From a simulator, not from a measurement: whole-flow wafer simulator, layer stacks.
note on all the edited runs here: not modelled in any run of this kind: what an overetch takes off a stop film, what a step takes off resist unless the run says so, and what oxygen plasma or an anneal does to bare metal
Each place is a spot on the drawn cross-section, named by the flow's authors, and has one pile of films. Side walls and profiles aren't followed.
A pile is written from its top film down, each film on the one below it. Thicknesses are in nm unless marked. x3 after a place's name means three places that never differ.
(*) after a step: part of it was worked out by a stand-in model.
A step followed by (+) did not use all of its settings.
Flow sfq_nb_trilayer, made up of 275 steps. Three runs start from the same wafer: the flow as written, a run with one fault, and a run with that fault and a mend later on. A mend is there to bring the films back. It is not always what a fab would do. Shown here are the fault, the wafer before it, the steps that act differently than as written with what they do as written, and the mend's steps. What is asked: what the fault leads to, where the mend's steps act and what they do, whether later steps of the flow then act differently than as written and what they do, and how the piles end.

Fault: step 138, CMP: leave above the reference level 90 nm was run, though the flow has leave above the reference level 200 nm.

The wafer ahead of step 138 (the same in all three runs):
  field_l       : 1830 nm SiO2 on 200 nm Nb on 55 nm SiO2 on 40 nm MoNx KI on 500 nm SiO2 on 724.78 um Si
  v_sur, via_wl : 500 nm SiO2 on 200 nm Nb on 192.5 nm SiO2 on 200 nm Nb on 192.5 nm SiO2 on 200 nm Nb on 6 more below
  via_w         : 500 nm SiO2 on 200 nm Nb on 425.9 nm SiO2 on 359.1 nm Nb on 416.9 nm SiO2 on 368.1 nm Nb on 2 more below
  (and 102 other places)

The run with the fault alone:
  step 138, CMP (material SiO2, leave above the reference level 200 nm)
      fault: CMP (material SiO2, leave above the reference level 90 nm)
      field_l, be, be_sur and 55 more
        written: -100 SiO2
        fault: -210 SiO2
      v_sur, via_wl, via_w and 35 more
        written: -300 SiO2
        fault: -410 SiO2
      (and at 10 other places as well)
  Steps later in the flow that act otherwise than as written (not shown: 4 more steps that differ only slightly, by at most 2% or 0.5 nm, whichever is larger):
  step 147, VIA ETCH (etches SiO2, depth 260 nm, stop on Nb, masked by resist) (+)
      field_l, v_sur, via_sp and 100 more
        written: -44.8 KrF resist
        fault: -23.2 KrF resist
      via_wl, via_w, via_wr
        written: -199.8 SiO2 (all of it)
        fault: -89.8 SiO2 (all of it)
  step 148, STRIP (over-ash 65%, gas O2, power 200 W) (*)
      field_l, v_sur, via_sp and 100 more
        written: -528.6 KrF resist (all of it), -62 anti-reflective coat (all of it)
        fault: -550.2 KrF resist (all of it), -62 anti-reflective coat (all of it)
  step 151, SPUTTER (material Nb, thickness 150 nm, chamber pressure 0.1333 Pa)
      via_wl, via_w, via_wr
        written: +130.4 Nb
        fault: +143.3 Nb
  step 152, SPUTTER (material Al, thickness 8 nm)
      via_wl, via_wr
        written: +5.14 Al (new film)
        fault: +6.47 Al (new film)
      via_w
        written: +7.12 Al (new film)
        fault: +7.91 Al (new film)
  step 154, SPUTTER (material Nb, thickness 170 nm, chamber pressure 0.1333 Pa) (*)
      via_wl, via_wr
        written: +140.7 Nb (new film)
        fault: +133.6 Nb (new film)
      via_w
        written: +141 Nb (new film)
        fault: +168.6 Nb (new film)
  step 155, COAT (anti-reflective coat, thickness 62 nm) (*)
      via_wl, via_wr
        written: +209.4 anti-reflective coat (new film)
        fault: +150.7 anti-reflective coat (new film)
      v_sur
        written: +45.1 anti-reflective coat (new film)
        fault: +51 anti-reflective coat (new film)
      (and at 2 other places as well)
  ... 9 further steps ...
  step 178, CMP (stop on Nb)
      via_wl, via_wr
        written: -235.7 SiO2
        fault: -358.3 SiO2
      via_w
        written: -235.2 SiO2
        fault: -357.9 SiO2
  By the end, the piles at field_l, v_sur, via_wl and 103 more depart from the flow's by more than 2% or 0.5 nm, whichever is larger.
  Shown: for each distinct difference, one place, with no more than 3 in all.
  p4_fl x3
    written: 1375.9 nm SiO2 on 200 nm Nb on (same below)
    fault: 1265.9 nm SiO2 on 200 nm Nb on (same below)
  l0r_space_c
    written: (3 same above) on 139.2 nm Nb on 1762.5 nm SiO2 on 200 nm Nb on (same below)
    fault: (3 same above) on 139.2 nm Nb on 1652.5 nm SiO2 on 200 nm Nb on (same below)
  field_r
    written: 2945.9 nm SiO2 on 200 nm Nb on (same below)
    fault: 2835.9 nm SiO2 on 200 nm Nb on (same below)

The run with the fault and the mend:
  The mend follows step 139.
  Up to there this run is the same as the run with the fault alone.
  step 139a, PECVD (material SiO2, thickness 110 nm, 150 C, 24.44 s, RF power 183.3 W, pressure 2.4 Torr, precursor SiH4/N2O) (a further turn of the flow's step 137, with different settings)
      field_l, v_sur, via_wl and 103 more
        +110 SiO2
  Later steps of the flow that are run all act as written at every place that is followed, up to a difference of at most 2% or 0.5 nm, whichever is larger.
  At every place that both follow, the piles at the end match the flow's.
